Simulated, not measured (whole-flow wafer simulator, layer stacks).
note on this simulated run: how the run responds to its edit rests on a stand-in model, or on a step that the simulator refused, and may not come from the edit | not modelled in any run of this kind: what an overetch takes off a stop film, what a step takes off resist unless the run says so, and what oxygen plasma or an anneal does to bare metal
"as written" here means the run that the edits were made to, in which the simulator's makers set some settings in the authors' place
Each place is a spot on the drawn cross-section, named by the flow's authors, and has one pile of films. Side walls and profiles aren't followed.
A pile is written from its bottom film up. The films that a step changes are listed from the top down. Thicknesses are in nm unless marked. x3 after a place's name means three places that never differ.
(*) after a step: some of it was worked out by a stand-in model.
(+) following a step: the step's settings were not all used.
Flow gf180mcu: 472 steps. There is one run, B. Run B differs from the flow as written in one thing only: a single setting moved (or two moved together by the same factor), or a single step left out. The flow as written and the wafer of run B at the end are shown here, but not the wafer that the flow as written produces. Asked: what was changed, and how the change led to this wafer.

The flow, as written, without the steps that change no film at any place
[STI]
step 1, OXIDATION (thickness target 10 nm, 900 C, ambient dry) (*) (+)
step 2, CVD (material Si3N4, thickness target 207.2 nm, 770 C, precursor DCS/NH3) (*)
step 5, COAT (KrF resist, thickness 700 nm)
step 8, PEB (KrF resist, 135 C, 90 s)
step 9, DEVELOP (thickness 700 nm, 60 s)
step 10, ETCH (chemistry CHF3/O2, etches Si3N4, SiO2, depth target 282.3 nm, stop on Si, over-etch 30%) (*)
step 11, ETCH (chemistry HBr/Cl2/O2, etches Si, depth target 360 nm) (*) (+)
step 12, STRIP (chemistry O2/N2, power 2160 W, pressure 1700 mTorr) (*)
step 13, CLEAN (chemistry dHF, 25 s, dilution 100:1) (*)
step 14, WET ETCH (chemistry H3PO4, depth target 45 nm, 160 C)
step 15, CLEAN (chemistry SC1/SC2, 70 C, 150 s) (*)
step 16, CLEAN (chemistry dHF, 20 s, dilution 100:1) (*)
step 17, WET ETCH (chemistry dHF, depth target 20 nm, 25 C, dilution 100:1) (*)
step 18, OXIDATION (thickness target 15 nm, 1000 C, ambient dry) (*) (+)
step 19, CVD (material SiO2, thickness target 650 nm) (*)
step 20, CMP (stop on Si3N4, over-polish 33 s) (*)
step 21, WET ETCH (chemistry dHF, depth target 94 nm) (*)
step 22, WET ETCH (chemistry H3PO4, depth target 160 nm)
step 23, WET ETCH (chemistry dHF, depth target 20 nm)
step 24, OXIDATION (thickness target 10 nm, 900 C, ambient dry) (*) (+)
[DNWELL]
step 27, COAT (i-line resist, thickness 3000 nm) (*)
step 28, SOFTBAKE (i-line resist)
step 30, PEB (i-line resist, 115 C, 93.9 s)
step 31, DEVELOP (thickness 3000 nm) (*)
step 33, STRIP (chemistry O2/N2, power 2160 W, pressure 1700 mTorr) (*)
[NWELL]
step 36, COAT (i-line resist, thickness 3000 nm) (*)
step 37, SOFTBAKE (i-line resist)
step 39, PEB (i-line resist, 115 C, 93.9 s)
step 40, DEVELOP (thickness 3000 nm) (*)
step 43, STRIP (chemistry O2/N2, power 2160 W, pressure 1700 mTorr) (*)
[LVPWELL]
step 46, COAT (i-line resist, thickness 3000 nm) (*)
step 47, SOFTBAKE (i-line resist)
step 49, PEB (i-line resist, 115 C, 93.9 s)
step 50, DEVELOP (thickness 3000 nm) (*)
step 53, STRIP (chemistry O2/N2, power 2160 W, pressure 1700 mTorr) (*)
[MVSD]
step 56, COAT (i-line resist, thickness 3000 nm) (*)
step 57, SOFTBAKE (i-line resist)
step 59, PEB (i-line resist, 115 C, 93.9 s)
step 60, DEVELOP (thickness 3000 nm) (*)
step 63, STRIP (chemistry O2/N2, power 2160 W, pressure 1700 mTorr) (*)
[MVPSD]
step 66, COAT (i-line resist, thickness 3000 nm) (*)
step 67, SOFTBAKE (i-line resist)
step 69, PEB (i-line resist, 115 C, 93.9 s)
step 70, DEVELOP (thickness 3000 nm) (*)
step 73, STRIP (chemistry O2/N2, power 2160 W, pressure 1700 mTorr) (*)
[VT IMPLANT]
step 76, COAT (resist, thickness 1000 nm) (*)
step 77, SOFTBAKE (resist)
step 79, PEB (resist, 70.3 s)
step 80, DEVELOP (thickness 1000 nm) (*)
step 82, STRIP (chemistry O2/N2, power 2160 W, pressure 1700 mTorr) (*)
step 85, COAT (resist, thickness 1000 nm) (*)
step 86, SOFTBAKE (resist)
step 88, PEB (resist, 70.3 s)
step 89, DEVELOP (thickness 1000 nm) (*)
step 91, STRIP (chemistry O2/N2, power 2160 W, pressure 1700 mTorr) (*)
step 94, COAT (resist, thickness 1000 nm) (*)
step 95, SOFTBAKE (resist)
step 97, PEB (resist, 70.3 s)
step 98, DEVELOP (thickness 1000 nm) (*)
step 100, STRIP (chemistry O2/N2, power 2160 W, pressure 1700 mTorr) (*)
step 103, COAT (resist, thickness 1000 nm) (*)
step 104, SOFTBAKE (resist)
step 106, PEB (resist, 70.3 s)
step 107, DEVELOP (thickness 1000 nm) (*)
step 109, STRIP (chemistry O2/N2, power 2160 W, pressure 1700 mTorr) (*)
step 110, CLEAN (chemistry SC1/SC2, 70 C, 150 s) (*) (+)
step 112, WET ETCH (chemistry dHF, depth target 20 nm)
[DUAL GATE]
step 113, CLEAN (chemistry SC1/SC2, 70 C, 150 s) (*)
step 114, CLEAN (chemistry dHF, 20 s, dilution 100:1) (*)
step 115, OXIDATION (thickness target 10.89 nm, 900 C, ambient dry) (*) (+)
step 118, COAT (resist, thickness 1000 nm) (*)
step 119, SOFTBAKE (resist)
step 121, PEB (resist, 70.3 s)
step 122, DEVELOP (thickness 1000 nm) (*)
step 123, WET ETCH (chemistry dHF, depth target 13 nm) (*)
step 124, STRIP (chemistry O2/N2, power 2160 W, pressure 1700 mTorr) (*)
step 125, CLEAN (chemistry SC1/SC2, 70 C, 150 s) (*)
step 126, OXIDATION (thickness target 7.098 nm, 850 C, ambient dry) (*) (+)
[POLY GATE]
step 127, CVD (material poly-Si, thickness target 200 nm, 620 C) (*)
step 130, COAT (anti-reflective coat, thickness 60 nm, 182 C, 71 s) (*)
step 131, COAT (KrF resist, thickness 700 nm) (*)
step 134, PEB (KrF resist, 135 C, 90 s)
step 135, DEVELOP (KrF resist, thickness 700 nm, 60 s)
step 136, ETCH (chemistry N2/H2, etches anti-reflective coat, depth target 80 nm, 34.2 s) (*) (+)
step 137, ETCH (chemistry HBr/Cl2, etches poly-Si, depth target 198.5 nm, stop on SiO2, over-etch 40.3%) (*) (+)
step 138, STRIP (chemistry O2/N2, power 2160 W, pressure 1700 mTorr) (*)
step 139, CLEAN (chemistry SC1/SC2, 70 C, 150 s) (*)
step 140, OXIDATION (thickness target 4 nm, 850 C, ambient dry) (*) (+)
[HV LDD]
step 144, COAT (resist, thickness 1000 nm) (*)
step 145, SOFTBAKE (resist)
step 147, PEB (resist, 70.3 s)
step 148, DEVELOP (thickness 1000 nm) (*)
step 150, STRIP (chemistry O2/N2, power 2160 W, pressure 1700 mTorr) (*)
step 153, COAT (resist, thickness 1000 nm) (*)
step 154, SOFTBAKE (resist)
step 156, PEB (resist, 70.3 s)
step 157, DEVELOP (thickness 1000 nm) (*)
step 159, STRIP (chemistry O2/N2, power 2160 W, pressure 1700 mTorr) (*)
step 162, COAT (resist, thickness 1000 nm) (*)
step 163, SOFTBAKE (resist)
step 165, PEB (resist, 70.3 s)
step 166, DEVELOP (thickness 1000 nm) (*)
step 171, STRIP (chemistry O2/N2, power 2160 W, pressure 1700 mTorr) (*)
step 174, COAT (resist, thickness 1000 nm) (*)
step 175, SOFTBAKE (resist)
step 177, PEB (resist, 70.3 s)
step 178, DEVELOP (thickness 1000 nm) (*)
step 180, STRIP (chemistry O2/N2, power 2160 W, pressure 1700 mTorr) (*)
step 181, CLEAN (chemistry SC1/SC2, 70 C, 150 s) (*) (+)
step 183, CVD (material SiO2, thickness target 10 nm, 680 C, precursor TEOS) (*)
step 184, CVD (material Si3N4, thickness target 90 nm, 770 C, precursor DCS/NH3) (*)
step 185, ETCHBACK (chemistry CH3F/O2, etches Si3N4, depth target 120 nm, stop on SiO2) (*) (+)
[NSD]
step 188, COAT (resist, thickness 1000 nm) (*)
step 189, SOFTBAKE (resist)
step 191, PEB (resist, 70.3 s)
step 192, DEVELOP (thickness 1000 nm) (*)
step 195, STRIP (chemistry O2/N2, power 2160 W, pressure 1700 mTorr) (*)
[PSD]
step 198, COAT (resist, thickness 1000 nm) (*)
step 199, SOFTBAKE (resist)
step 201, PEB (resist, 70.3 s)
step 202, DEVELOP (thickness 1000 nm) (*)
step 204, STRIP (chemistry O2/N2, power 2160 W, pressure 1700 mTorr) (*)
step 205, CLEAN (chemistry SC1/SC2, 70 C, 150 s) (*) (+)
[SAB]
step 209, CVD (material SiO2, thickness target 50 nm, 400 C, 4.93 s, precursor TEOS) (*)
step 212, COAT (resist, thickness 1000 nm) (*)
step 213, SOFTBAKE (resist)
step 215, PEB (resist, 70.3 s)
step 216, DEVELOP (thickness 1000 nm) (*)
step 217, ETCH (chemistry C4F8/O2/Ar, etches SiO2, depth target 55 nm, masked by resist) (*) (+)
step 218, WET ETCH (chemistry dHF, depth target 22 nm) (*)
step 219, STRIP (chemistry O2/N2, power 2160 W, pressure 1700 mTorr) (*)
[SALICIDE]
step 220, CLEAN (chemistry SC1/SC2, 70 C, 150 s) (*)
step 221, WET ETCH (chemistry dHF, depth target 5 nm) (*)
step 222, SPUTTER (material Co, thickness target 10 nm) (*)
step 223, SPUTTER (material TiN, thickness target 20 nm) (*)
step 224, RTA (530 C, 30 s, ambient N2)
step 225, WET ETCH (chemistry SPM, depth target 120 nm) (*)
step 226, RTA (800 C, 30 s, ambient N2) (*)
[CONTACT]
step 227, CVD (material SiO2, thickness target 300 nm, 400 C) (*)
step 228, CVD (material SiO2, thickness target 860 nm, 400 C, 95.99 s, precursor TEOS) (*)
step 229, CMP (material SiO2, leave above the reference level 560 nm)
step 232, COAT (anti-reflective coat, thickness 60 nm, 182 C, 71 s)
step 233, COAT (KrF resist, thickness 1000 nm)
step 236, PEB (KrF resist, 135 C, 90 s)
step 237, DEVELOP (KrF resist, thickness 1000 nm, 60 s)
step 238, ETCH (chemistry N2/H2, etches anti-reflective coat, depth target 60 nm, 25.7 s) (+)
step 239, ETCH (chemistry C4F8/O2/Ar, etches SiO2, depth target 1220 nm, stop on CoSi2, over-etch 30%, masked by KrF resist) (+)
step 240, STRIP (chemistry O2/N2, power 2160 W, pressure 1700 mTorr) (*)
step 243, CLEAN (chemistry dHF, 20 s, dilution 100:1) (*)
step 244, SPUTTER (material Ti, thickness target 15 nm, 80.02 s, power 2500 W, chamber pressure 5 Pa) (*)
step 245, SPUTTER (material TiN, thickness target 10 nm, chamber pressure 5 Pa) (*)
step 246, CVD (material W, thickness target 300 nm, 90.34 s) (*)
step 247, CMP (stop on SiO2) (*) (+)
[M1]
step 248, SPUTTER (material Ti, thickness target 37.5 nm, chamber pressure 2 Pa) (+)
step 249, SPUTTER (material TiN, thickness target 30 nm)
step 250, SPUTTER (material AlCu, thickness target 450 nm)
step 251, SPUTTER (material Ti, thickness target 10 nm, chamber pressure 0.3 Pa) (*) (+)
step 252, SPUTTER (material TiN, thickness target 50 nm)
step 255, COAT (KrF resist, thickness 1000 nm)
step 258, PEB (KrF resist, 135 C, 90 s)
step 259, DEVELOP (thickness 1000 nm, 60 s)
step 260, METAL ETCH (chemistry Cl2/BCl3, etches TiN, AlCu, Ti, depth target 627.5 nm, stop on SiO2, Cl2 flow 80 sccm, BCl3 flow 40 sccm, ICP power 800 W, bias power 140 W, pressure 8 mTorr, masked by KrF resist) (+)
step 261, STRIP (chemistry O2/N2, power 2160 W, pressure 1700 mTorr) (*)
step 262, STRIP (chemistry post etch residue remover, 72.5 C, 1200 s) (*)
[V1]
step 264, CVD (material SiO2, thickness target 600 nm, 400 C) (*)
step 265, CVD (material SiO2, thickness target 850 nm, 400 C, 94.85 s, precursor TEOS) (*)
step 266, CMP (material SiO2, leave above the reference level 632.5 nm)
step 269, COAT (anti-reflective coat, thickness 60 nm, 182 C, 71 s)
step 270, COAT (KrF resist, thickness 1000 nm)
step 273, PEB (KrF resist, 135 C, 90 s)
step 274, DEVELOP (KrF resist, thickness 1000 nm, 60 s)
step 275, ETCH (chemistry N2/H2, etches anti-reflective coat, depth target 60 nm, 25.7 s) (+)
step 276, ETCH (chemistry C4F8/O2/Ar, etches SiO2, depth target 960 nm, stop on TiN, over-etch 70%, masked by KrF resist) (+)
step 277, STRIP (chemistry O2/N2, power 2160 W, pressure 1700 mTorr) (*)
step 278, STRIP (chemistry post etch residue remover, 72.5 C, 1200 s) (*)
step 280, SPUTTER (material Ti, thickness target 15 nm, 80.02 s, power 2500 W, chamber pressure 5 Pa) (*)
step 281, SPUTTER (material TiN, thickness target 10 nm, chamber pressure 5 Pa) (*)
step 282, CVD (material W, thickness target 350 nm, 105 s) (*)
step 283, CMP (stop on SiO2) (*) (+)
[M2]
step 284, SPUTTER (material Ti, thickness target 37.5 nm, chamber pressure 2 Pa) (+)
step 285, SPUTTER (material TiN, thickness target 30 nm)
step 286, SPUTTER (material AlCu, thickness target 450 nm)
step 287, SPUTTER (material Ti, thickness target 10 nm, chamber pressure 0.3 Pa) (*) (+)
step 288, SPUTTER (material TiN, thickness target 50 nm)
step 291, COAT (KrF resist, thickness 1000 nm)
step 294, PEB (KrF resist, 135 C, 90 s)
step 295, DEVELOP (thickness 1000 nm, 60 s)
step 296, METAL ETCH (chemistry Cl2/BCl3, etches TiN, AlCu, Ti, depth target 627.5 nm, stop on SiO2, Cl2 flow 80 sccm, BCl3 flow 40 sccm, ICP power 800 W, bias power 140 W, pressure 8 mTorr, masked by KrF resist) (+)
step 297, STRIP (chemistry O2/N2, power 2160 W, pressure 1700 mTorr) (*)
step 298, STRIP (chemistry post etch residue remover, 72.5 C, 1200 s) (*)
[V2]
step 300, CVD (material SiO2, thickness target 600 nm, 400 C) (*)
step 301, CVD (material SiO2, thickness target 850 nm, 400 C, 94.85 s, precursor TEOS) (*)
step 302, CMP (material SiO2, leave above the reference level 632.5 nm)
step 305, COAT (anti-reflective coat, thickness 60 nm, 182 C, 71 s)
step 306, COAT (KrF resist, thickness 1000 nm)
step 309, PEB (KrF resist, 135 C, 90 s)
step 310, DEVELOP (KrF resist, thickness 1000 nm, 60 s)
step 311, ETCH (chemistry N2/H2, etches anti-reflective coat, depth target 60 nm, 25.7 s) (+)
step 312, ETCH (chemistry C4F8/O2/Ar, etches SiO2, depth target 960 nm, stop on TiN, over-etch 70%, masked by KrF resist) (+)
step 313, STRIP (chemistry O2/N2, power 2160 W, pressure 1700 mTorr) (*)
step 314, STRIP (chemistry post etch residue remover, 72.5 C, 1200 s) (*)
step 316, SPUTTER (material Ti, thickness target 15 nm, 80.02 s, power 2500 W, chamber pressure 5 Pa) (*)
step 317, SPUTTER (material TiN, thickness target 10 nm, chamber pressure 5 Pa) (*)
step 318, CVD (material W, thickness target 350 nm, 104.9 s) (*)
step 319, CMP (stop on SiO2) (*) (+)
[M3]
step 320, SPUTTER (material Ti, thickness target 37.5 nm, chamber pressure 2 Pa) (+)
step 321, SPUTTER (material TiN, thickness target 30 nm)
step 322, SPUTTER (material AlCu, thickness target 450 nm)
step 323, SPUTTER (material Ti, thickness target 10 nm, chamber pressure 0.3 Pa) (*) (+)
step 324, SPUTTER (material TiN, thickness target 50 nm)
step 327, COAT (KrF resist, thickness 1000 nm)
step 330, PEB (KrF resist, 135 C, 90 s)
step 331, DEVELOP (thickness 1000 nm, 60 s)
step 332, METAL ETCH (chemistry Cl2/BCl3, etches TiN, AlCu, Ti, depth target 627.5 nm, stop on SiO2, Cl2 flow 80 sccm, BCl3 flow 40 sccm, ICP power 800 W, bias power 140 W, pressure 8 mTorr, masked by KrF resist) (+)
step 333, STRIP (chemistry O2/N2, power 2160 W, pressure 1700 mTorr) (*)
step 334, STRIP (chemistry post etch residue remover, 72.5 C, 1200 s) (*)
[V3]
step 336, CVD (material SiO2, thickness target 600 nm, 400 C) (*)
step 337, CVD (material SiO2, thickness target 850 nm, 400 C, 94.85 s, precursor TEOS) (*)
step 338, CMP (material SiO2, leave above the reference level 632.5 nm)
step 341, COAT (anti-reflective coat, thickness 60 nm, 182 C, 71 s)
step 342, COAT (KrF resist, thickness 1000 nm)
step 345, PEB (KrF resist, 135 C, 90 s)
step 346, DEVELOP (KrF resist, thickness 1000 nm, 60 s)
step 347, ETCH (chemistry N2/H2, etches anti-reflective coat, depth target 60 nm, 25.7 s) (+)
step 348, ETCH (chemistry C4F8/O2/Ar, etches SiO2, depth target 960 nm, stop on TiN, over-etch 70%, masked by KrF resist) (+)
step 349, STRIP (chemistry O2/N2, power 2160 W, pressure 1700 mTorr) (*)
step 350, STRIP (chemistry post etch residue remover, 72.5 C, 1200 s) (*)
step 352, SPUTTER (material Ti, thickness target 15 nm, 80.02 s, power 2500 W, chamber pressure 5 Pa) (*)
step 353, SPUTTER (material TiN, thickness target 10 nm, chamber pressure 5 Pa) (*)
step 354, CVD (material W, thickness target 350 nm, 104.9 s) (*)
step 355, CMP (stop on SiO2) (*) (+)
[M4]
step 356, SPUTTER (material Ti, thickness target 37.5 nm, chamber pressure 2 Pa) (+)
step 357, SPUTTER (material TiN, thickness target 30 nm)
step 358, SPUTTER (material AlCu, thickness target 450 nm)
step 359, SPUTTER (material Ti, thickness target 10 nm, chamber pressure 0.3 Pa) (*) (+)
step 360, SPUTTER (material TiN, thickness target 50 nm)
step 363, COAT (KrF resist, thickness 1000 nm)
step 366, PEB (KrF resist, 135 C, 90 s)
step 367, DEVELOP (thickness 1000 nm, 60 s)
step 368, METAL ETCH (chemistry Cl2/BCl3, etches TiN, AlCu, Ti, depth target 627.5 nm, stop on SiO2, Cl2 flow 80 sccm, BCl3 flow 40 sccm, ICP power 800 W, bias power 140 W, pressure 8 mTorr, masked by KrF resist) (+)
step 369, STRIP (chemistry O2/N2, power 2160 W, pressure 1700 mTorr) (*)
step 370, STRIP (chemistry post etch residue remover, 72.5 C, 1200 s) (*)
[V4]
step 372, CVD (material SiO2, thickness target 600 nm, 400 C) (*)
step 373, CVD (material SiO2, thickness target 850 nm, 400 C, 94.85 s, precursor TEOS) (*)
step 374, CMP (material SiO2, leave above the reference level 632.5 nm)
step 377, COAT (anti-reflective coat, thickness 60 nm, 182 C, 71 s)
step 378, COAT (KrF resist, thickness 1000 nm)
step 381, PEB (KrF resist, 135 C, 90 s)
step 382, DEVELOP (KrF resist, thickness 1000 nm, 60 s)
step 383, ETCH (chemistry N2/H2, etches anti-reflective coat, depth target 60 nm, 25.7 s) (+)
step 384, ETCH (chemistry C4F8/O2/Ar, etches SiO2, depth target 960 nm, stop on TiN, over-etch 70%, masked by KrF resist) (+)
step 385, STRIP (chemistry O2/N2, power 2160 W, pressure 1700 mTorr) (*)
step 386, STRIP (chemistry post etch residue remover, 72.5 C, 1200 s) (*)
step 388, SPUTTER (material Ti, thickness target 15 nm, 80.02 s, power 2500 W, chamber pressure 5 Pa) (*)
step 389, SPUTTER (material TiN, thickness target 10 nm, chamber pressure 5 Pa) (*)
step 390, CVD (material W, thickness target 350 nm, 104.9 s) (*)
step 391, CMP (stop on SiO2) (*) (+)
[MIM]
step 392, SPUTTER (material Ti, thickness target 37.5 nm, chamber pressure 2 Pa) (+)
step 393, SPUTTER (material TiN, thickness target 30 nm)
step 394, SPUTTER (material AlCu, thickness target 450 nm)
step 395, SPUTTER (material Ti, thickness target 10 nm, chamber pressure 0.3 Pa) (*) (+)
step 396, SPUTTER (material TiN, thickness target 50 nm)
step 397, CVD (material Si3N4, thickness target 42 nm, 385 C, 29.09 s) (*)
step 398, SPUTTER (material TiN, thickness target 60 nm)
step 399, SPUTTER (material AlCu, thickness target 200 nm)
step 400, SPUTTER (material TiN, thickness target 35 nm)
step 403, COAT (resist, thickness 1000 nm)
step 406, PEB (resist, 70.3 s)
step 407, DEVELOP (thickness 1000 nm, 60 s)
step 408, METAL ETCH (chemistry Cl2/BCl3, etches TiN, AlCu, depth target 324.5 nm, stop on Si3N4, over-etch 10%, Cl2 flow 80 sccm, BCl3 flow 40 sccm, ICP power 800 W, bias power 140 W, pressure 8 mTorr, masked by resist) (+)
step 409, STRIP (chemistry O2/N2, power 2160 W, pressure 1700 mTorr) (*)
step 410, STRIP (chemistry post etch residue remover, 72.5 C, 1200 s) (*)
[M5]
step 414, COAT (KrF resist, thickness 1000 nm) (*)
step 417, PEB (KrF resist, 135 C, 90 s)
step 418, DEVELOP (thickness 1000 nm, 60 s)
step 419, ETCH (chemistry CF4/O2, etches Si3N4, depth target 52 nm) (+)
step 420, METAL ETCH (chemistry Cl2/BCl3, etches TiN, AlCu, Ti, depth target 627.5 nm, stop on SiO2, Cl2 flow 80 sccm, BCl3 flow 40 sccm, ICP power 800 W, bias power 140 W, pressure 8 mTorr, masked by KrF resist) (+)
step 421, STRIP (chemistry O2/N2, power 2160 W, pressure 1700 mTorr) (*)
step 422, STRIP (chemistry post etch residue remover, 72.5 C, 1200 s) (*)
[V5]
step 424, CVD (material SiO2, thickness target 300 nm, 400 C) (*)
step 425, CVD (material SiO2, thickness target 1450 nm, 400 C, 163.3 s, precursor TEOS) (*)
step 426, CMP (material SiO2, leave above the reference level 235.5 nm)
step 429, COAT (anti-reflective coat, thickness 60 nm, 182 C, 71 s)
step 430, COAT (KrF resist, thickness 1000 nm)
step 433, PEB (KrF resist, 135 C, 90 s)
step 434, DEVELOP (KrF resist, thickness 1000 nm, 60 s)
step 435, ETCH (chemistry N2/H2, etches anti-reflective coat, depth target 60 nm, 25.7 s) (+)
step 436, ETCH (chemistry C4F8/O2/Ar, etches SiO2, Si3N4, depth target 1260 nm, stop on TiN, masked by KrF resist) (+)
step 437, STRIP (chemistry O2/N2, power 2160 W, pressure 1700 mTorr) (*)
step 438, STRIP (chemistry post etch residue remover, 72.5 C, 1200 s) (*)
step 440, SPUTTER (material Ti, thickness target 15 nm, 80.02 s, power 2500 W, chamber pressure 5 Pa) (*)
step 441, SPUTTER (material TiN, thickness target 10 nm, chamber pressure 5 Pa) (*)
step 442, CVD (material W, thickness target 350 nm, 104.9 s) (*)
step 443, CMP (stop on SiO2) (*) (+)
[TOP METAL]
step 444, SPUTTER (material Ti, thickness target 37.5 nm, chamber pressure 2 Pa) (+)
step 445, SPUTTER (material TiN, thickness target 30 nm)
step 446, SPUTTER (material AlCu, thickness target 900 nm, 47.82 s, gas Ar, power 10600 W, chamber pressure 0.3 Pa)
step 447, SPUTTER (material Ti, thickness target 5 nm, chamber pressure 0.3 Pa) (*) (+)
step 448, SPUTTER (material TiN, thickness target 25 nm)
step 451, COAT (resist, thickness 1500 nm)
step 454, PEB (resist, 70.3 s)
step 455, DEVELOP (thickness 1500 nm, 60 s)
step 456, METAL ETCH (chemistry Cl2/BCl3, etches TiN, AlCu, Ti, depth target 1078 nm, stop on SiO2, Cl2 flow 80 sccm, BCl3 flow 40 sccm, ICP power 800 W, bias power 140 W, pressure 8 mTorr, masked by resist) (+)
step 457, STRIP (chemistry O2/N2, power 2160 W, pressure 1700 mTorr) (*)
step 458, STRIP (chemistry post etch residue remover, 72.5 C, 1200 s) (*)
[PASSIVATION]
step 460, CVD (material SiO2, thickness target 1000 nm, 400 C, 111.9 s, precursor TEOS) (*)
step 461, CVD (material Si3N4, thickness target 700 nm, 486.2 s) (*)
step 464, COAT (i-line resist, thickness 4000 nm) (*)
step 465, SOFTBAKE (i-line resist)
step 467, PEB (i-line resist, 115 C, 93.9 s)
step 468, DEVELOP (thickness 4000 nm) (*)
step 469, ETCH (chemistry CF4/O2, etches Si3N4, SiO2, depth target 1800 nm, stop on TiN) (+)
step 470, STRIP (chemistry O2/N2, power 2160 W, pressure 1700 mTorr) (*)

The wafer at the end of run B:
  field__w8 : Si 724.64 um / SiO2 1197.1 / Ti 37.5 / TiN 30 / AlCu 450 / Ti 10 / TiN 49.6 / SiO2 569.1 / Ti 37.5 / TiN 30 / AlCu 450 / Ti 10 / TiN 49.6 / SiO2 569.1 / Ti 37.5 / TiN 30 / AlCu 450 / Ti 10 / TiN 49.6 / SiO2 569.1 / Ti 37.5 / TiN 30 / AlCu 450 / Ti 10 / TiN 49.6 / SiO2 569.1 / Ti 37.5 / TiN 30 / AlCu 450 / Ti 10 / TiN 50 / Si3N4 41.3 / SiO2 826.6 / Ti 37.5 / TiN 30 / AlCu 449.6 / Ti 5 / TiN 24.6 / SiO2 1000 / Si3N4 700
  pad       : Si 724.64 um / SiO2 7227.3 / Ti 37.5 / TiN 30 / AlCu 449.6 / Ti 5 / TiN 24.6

Cause: step 446, SPUTTER: 24.39 s was run, whereas the flow has 47.82 s.

How this came from the change, step by step:
  step 446, SPUTTER (material AlCu, thickness target 900 nm, 47.82 s, gas Ar, power 10600 W, chamber pressure 0.3 Pa)
      field, field__w1, field__w2 and 109 more: +449.6 AlCu (new film) (as written it would have been: +900 AlCu (new film))
  step 456, METAL ETCH (chemistry Cl2/BCl3, etches TiN, AlCu, Ti, depth target 1078 nm, stop on SiO2, Cl2 flow 80 sccm, BCl3 flow 40 sccm, ICP power 800 W, bias power 140 W, pressure 8 mTorr, masked by resist) (+)
      field, field__w1, field__w2 and 103 more: -25 TiN (all of it), -5 Ti (all of it), -449.6 AlCu (all of it), -30 TiN (all of it), -37.5 Ti (all of it) (as written it would have been: -25 TiN (all of it), -5 Ti (all of it), -900 AlCu (all of it), -30 TiN (all of it), -37.5 Ti (all of it))
      field__w8, contact, m1, m1__w1, pad, m1_nw: -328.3 resist (as written it would have been: -431 resist)
  step 457, STRIP (chemistry O2/N2, power 2160 W, pressure 1700 mTorr) (*)
      field__w8, contact, m1, m1__w1, pad, m1_nw: -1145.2 resist (all of it) (as written it would have been: -1042.5 resist (all of it))
  step 464, COAT (i-line resist, thickness 4000 nm) (*)
      field: +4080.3 i-line resist (new film) (as written it would have been: +4171.5 i-line resist (new film))
      field__w8: +3496 i-line resist (new film) (as written it would have been: +3093.1 i-line resist (new film))
      (also at 7 further places)
  step 465, SOFTBAKE (i-line resist)
      gate: -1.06 i-line resist (as written it would have been: +1.79 i-line resist)
      field__w11, field__w13: +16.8 i-line resist (as written it would have been: +37.6 i-line resist)
      (also at 66 further places)
  step 467, PEB (i-line resist, 115 C, 93.9 s)
      field__w8, m1__w1: -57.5 i-line resist (as written it would have been: -49.2 i-line resist)
      contact: -57.6 i-line resist (as written it would have been: -49.6 i-line resist)
      (also at 3 further places)
  step 468, DEVELOP (thickness 4000 nm) (*)
      pad: -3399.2 i-line resist (all of it) (as written it would have been: -2960.4 i-line resist (all of it))
  step 470, STRIP (chemistry O2/N2, power 2160 W, pressure 1700 mTorr) (*)
      field__w8, m1__w1: -2207.7 i-line resist (all of it) (as written it would have been: -1775.9 i-line resist (all of it))
      contact: -2217.1 i-line resist (all of it) (as written it would have been: -1798.3 i-line resist (all of it))
      (also at 2 further places)
